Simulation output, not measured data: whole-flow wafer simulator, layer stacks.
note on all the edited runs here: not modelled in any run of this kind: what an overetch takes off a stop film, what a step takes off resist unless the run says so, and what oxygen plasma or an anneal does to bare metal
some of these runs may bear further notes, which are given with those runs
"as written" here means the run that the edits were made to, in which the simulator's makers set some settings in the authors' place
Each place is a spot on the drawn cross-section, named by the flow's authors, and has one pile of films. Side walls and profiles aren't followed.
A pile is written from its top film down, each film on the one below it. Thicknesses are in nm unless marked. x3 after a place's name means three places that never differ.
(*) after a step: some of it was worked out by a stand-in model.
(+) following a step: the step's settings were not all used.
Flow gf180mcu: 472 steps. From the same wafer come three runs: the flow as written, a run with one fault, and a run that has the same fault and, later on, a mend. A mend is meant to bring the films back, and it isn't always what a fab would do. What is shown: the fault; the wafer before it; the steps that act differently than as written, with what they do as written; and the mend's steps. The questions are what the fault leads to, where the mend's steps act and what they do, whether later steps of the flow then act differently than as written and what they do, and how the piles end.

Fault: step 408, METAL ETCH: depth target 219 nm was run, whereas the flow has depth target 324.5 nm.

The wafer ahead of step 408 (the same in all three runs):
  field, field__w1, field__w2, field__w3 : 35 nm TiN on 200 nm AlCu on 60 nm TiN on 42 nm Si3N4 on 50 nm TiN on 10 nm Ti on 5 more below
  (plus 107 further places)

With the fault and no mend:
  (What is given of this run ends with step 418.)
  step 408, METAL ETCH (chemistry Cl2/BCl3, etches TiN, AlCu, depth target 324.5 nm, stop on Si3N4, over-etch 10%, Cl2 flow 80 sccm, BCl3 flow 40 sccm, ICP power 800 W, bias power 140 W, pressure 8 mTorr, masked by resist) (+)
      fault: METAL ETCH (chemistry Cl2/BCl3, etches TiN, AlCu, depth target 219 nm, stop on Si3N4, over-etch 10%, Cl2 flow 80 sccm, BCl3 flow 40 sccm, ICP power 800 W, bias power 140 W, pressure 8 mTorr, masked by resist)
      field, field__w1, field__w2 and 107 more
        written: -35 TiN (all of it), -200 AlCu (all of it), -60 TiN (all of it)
        fault: -35 TiN (all of it), -184 AlCu
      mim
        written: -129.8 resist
        fault: -87.6 resist
  Steps later in the flow that act otherwise than as written (not shown: 1 more step that differs only slightly, by at most 2% or 0.5 nm, whichever is larger):
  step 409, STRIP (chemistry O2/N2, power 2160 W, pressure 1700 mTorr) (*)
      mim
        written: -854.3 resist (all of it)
        fault: -896.5 resist (all of it)
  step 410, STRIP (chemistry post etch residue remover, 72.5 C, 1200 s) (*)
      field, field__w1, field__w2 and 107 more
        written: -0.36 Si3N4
        fault: -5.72 AlCu
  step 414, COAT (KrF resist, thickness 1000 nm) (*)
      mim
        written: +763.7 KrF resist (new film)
        fault: +818.2 KrF resist (new film)
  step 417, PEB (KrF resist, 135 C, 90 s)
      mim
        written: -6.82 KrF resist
        fault: -7.68 KrF resist
  After step 418, at field, field__w1, field__w2 and 109 more, the piles differ from the flow's by more than 2% or 0.5 nm, whichever is larger.
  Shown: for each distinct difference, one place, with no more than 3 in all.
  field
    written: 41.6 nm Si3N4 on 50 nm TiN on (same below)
    fault: 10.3 nm AlCu on 60 nm TiN on 42 nm Si3N4 on 50 nm TiN on (same below)
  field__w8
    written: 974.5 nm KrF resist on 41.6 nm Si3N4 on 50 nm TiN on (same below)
    fault: 974.5 nm KrF resist on 10.3 nm AlCu on 60 nm TiN on 42 nm Si3N4 on 50 nm TiN on (same below)
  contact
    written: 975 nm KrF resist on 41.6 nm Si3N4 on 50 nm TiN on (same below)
    fault: 974.9 nm KrF resist on 10.3 nm AlCu on 60 nm TiN on 42 nm Si3N4 on 50 nm TiN on (same below)

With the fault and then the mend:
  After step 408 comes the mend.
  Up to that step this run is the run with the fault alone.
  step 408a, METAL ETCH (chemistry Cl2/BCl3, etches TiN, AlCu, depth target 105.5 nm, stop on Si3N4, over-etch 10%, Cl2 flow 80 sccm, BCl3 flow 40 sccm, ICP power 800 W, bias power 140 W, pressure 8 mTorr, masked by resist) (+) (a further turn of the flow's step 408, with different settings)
      field, field__w1, field__w2 and 107 more
        -16 AlCu (all of it), -60 TiN (all of it)
      mim
        -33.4 resist
  None of the later steps of the flow differs from how it acts as written, at any place that is followed, by more than 2% or 0.5 nm, whichever is larger.
  At every place that both follow, the piles at the end match the flow's.
